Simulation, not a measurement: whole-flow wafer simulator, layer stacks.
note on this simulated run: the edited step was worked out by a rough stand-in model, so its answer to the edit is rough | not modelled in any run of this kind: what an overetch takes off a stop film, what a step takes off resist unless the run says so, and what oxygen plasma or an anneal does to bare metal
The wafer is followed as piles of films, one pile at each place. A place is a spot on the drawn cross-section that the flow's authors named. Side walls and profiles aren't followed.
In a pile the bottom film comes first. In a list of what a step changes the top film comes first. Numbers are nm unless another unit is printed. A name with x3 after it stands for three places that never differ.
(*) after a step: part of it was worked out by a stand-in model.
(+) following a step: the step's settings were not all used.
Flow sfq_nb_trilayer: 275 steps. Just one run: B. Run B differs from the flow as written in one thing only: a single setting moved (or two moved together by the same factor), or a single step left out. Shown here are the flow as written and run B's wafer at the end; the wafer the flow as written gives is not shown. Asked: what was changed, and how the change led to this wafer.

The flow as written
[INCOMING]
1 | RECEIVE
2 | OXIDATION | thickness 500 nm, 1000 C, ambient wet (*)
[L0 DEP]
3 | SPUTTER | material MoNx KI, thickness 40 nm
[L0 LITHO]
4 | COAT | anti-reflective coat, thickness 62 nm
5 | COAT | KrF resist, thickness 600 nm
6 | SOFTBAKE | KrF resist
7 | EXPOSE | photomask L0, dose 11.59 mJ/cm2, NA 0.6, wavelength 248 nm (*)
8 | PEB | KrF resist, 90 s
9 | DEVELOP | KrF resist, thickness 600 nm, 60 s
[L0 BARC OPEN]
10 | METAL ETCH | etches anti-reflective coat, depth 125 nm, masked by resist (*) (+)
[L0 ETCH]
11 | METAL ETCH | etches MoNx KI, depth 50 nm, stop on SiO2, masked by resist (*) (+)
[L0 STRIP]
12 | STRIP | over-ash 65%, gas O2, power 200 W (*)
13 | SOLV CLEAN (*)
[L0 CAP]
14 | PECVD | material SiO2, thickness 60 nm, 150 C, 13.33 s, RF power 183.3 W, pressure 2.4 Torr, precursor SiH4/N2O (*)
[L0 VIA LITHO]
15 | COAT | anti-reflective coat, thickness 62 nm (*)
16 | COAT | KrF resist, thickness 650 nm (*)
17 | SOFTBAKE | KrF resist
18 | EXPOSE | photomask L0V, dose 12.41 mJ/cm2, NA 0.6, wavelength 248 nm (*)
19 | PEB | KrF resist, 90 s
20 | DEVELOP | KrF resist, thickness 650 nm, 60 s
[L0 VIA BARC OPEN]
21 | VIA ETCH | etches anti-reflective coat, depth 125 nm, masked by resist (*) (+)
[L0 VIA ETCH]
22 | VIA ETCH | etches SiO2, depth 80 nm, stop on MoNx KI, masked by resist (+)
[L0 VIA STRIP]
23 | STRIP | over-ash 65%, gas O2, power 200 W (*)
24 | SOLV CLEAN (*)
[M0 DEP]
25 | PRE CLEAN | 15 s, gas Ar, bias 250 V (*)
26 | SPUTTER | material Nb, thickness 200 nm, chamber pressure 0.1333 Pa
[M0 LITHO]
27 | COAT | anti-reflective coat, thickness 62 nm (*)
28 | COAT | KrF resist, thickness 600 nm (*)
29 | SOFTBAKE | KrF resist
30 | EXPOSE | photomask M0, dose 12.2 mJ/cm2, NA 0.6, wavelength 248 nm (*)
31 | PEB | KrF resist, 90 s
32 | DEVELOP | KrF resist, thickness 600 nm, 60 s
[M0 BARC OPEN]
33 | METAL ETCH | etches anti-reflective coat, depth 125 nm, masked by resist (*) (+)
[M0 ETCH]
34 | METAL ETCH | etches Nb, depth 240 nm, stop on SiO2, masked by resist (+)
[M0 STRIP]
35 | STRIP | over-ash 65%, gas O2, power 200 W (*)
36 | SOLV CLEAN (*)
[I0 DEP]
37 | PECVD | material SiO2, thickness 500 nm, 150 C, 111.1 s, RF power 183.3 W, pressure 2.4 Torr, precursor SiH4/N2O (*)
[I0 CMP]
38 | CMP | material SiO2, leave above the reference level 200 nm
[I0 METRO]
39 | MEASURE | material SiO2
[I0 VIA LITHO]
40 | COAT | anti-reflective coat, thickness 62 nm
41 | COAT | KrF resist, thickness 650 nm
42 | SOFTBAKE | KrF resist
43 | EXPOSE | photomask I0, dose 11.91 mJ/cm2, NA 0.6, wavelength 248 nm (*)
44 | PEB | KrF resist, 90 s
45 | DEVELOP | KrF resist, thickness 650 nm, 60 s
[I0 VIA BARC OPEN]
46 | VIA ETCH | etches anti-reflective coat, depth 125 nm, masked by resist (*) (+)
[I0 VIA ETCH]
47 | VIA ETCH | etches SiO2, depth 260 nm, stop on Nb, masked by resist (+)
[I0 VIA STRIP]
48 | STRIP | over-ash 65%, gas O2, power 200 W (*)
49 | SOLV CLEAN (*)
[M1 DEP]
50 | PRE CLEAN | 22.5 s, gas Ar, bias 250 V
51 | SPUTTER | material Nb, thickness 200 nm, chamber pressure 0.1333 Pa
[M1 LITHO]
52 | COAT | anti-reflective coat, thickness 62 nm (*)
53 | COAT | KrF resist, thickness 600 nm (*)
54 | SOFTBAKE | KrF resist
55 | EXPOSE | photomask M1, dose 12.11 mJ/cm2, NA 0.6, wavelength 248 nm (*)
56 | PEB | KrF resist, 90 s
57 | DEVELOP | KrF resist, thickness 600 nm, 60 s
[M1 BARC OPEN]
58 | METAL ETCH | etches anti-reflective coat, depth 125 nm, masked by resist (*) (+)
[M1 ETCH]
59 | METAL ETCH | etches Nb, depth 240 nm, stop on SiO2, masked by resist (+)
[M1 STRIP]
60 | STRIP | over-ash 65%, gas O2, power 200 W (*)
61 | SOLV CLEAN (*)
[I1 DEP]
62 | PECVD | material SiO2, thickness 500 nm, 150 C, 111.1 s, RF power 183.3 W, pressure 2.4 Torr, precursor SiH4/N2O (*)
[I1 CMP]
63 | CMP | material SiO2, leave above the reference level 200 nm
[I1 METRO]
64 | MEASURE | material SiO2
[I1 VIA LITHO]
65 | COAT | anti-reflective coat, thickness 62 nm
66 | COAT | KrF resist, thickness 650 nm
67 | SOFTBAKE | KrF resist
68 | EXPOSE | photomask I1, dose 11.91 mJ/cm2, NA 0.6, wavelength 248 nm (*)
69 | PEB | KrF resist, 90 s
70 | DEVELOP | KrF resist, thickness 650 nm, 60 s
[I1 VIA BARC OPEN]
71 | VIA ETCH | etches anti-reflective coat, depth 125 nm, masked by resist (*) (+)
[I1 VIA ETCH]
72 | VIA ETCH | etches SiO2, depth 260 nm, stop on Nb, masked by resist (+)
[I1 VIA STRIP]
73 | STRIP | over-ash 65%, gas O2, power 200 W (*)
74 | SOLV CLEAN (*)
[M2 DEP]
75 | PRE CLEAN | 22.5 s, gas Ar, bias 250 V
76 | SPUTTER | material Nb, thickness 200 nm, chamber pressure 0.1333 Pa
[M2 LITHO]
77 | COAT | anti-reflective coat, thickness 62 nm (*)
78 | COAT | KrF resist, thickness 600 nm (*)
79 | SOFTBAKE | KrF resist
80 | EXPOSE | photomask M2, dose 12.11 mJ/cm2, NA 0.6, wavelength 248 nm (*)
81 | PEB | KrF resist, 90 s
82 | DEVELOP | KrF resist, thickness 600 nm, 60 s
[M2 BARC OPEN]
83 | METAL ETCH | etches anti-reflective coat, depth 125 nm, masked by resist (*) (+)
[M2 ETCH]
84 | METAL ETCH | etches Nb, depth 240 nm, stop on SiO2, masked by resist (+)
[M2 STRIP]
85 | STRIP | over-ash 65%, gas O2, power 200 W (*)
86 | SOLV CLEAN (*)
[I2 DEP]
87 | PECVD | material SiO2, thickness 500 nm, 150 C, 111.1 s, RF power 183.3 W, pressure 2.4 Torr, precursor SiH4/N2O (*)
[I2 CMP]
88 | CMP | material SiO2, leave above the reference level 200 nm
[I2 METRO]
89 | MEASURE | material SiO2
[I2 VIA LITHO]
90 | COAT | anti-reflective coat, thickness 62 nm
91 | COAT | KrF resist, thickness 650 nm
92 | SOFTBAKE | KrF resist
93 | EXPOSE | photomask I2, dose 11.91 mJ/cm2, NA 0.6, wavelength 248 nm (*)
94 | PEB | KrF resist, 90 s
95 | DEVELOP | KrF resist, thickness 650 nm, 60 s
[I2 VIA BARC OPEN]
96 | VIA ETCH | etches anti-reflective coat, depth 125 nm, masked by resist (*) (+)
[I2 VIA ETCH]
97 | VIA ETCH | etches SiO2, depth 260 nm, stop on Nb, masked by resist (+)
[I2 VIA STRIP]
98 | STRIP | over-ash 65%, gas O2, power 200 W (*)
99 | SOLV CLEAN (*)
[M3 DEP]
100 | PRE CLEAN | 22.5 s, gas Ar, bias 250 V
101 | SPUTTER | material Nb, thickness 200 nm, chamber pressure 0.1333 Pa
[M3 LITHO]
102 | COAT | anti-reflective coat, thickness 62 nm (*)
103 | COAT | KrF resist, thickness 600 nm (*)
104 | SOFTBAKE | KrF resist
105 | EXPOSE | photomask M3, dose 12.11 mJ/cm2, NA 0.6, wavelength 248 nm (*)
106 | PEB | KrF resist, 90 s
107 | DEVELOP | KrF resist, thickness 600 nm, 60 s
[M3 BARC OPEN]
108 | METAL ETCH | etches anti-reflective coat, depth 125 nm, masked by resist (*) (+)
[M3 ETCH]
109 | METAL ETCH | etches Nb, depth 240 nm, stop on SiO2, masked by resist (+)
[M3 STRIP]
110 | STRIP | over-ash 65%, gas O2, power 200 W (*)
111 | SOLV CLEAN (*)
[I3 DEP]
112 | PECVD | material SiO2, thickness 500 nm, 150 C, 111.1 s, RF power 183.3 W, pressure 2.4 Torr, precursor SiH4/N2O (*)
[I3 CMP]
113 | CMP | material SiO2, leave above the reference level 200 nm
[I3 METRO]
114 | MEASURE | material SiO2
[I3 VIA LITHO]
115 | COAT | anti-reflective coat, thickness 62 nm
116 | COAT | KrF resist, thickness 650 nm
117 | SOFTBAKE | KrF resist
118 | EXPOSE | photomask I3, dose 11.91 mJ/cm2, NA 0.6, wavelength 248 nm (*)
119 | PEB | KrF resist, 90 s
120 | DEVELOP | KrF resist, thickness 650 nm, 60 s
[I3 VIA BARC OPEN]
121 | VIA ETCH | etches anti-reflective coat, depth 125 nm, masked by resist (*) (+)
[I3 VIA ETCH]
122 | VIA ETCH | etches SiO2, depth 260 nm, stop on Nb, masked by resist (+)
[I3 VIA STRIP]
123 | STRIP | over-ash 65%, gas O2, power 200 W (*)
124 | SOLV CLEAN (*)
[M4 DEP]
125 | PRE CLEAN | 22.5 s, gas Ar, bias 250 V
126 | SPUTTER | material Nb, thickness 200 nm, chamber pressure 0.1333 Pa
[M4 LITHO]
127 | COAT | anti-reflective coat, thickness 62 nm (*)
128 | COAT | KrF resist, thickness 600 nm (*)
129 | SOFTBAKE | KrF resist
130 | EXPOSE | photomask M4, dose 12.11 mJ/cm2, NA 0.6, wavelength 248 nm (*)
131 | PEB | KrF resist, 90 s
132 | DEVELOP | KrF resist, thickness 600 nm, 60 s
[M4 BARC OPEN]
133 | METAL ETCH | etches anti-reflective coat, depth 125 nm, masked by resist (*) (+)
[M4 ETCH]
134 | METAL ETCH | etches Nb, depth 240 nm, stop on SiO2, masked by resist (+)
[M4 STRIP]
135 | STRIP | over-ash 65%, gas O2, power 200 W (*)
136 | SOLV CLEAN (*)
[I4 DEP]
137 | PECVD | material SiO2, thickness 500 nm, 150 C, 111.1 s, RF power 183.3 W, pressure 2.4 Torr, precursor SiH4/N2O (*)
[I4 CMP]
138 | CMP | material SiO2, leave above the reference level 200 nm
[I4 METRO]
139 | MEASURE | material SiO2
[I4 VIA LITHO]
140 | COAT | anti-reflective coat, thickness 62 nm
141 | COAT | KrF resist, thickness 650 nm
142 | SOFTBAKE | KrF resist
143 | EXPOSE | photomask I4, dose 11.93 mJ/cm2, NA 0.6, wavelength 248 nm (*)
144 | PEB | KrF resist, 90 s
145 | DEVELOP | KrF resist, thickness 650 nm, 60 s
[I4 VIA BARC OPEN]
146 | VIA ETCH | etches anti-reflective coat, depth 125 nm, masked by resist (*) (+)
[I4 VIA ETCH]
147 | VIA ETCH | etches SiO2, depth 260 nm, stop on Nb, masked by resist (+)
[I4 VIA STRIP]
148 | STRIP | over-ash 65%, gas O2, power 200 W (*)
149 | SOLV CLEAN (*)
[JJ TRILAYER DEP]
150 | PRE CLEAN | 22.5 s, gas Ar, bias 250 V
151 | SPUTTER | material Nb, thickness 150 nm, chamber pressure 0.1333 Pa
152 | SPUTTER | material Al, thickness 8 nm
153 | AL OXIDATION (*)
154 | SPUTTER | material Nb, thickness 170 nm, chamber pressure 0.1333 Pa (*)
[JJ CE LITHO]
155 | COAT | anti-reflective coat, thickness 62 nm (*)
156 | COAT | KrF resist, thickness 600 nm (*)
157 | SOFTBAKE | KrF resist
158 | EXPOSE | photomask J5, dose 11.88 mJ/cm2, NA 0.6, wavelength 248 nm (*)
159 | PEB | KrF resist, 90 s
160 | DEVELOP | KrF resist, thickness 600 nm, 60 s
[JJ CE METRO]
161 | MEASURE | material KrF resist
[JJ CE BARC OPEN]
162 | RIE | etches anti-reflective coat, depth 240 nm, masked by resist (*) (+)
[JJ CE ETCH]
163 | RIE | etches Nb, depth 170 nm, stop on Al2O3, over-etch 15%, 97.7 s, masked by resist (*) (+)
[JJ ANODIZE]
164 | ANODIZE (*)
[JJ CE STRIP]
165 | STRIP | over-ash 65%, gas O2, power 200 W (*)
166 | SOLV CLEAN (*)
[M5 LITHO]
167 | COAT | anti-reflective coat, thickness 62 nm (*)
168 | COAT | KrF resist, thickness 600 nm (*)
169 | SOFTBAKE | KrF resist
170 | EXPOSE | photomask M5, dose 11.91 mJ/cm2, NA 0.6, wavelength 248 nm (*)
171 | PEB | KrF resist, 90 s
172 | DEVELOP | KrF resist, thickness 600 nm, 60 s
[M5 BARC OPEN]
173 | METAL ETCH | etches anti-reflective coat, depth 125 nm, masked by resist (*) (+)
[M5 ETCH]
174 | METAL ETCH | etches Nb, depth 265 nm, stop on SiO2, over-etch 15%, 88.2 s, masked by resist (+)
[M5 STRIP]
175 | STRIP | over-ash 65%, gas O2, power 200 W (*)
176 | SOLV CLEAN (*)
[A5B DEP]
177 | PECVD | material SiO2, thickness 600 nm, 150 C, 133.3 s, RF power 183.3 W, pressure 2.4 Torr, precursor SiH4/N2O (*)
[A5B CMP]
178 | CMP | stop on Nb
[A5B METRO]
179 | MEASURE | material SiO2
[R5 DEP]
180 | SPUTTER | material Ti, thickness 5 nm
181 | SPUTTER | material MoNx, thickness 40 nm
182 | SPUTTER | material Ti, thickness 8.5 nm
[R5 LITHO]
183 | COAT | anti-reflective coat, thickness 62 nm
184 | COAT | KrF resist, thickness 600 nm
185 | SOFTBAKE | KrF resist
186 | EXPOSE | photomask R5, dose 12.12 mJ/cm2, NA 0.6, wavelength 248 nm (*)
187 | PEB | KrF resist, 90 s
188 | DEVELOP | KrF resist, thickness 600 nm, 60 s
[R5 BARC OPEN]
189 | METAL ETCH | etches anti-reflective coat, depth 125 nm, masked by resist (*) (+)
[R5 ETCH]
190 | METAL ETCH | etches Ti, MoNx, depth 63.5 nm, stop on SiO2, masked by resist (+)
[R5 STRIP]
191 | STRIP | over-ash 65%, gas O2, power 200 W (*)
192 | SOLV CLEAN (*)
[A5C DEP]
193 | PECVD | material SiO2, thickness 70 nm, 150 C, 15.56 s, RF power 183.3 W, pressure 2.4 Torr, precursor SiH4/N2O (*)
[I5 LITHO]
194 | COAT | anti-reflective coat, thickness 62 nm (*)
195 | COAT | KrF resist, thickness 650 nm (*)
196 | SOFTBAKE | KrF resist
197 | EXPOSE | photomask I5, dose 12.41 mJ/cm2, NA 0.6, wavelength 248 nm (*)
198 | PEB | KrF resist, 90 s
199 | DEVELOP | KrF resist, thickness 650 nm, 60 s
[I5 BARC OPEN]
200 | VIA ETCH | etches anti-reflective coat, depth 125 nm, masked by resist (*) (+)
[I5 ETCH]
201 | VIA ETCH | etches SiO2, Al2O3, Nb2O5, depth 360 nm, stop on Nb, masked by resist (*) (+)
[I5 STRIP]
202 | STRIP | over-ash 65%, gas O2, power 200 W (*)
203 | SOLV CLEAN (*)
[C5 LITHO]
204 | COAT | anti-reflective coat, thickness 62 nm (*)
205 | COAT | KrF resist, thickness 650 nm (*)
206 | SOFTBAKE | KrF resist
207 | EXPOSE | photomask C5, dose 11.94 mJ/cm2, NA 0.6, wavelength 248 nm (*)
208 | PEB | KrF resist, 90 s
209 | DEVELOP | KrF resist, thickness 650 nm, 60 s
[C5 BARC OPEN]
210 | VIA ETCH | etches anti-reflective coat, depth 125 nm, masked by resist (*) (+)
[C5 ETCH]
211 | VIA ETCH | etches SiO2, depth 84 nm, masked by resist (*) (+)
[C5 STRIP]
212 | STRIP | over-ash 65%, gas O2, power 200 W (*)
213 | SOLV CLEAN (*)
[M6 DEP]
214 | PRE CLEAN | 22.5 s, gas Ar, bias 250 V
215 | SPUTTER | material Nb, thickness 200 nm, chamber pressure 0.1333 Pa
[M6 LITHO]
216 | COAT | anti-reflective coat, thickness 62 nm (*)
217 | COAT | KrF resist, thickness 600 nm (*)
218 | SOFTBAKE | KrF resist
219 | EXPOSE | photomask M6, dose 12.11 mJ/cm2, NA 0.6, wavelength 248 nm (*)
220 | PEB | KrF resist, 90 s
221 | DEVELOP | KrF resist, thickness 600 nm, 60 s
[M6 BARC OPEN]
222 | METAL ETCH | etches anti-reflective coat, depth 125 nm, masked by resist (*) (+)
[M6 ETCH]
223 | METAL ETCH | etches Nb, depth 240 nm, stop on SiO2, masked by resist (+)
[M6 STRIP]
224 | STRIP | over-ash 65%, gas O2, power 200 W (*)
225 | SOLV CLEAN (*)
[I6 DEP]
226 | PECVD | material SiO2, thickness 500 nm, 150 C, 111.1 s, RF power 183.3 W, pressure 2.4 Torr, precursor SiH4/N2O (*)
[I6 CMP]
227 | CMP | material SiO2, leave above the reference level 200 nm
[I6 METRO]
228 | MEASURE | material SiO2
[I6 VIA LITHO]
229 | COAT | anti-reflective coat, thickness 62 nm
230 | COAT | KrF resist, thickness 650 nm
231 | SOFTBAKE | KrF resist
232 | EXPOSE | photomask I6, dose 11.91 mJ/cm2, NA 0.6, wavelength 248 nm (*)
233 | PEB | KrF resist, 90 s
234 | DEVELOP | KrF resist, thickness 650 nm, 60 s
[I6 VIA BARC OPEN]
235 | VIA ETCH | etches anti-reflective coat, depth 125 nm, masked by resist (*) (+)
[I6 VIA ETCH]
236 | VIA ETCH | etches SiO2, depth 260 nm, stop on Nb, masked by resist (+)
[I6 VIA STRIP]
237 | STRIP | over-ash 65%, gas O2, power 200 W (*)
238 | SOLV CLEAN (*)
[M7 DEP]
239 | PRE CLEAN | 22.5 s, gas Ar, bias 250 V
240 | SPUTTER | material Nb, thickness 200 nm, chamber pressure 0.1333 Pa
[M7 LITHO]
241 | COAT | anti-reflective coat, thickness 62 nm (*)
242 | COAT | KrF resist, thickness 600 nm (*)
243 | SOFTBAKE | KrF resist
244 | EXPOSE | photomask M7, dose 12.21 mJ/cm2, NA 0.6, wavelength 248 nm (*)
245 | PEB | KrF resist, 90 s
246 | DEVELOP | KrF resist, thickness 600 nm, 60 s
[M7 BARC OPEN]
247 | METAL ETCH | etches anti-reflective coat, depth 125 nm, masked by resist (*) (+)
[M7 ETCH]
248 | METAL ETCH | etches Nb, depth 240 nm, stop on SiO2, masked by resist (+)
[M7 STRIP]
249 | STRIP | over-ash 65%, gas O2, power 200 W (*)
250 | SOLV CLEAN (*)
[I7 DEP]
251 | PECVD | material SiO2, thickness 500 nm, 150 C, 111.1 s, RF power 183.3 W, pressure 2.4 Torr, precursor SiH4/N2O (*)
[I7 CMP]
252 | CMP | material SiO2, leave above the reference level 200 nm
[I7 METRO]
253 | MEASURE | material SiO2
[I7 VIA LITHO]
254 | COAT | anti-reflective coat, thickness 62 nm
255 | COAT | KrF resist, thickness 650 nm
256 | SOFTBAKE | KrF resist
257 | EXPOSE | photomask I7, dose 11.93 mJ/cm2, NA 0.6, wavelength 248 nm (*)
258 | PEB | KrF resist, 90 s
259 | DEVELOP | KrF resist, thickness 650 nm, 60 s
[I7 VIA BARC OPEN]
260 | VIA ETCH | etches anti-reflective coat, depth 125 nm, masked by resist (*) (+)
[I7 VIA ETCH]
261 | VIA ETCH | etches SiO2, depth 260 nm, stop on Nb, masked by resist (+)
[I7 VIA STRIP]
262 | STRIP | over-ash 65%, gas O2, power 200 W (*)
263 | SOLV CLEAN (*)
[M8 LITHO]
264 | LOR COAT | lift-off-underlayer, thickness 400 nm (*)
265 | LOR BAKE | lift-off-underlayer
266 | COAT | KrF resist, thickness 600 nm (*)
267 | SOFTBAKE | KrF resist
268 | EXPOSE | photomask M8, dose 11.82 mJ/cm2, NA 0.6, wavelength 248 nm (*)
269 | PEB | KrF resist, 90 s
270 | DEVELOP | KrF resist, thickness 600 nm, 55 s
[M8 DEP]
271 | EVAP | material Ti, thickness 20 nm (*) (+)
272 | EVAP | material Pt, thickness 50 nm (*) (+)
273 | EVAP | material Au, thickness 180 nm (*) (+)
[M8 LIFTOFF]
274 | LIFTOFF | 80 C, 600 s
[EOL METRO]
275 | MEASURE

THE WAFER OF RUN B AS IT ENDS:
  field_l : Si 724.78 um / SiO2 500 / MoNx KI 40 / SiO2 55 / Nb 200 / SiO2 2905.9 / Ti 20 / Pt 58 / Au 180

The reason: step 272, EVAP: thickness 58 nm was run, while the flow as written has thickness 50 nm.
The wafer itself shows it: field_l has Pt 58, and step 272 as written asks for 50 nm.

The path from the change to this, step by step:
  272 | EVAP | material Pt, thickness 50 nm (*) (+)
      field_l, v_sur, via_wl and 103 more: Pt gains 58 (new film) (in the flow as written it would be: Pt gains 50 (new film))
  274 | LIFTOFF | 80 C, 600 s
      p4_fl, p4_fm, p4_w1 and 71 more: Au loses 180 (all of it), Pt loses 58 (all of it), Ti loses 20 (all of it), KrF resist loses 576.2 (all of it), lift-off-underlayer loses 400 (all of it) (in the flow as written it would be: Au loses 180 (all of it), Pt loses 50 (all of it), Ti loses 20 (all of it), KrF resist loses 576.2 (all of it), lift-off-underlayer loses 400 (all of it))
      c5j, ce_r: Au loses 180 (all of it), Pt loses 58 (all of it), Ti loses 20 (all of it), KrF resist loses 573.3 (all of it), lift-off-underlayer loses 399.3 (all of it) (in the flow as written it would be: Au loses 180 (all of it), Pt loses 50 (all of it), Ti loses 20 (all of it), KrF resist loses 573.3 (all of it), lift-off-underlayer loses 399.3 (all of it))
      (as well as at 19 more places)
